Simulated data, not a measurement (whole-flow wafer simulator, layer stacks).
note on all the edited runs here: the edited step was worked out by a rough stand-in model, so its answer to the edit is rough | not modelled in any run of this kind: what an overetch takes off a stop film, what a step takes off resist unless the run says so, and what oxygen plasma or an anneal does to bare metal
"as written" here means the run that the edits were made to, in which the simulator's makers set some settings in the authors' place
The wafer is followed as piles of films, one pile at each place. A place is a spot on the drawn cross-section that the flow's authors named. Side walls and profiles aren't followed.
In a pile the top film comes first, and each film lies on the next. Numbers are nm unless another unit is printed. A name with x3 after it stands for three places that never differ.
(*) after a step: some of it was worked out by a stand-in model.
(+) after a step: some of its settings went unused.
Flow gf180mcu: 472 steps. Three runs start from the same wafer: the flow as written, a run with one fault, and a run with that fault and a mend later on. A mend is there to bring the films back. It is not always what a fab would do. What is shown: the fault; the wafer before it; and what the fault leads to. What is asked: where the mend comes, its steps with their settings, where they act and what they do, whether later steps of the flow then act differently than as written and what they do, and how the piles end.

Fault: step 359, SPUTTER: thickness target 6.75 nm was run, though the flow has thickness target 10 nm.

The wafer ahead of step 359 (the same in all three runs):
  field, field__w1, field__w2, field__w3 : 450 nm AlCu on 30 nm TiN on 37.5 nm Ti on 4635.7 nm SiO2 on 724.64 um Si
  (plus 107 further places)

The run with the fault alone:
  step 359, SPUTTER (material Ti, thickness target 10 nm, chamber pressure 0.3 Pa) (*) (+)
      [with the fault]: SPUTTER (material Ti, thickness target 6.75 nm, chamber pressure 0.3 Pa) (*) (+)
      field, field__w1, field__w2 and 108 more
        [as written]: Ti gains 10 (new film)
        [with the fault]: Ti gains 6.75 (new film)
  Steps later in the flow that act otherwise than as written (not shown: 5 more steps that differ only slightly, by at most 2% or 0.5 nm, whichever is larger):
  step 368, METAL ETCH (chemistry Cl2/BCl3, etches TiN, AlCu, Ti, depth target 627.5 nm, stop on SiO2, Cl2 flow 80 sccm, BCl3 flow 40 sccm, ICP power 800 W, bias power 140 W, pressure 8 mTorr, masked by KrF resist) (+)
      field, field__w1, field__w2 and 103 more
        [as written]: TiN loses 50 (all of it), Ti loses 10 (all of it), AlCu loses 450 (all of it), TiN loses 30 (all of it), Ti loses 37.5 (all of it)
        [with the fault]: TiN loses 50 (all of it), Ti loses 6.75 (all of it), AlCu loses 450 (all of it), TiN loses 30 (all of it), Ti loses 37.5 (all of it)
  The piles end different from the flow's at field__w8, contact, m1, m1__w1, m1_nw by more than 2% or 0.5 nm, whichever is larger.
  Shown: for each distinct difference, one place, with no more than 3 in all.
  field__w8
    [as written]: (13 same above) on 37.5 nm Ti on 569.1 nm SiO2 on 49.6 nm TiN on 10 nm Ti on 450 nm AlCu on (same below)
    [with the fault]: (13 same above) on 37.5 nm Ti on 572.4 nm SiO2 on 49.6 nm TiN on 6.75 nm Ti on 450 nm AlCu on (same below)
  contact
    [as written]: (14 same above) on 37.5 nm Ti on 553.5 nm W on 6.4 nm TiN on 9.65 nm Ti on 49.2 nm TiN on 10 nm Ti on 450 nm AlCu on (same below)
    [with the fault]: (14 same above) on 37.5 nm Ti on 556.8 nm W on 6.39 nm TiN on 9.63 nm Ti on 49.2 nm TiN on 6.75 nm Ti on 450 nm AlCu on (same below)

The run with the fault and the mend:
  The mend stands after step 359.
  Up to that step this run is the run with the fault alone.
  step 359a, SPUTTER (material Ti, thickness target 3.25 nm, chamber pressure 0.3 Pa) (*) (+) (the flow's step 359, run once more with other settings)
      field, field__w1, field__w2 and 108 more
        Ti gains 3.25
  None of the later steps of the flow acts differently than as written at any place that is followed.
  The piles end the same as the flow's at every place that both follow.
